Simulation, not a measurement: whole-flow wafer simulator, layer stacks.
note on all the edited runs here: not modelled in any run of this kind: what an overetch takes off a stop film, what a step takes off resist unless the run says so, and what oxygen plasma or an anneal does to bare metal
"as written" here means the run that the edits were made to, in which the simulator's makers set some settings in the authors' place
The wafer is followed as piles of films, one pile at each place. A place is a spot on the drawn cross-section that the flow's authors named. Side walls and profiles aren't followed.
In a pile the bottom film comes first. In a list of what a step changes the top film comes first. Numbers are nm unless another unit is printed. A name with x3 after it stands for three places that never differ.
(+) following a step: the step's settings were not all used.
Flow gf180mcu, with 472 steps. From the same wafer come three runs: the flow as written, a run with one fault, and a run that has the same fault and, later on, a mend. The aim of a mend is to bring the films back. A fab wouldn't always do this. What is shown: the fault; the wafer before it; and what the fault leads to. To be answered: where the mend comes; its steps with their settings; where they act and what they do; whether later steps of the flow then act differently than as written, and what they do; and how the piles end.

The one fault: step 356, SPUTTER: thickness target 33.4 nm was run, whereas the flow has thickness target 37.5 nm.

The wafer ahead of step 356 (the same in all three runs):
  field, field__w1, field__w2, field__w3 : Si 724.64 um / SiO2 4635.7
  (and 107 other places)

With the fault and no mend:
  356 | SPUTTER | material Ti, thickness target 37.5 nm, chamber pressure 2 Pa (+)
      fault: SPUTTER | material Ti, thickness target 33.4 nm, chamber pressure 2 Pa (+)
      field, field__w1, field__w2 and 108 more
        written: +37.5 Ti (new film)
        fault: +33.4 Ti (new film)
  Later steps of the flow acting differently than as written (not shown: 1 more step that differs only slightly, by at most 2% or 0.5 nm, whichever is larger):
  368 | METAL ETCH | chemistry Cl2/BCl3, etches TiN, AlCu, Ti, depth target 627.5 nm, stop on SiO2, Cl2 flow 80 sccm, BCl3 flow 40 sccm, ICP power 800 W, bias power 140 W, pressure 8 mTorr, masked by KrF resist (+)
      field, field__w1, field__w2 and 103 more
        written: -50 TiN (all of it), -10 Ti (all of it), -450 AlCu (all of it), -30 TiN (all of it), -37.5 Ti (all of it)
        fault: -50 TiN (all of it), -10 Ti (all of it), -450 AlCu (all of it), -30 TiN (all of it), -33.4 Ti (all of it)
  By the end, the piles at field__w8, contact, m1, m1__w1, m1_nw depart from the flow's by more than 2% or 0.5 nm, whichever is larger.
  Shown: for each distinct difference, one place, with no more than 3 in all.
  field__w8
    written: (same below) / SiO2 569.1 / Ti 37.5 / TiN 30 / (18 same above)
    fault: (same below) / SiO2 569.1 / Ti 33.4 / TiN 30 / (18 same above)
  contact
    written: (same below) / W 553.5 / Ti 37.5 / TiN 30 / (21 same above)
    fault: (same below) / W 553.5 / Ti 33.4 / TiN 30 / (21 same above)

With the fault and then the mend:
  After step 356 comes the mend.
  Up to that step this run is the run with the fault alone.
  356a | SPUTTER | material Ti, thickness target 4.1 nm, chamber pressure 2 Pa (+) (a further turn of the flow's step 356, with different settings)
      field, field__w1, field__w2 and 108 more
        +4.1 Ti
  None of the later steps of the flow acts differently than as written at any place that is followed.
  The piles end the same as the flow's at every place that both follow.
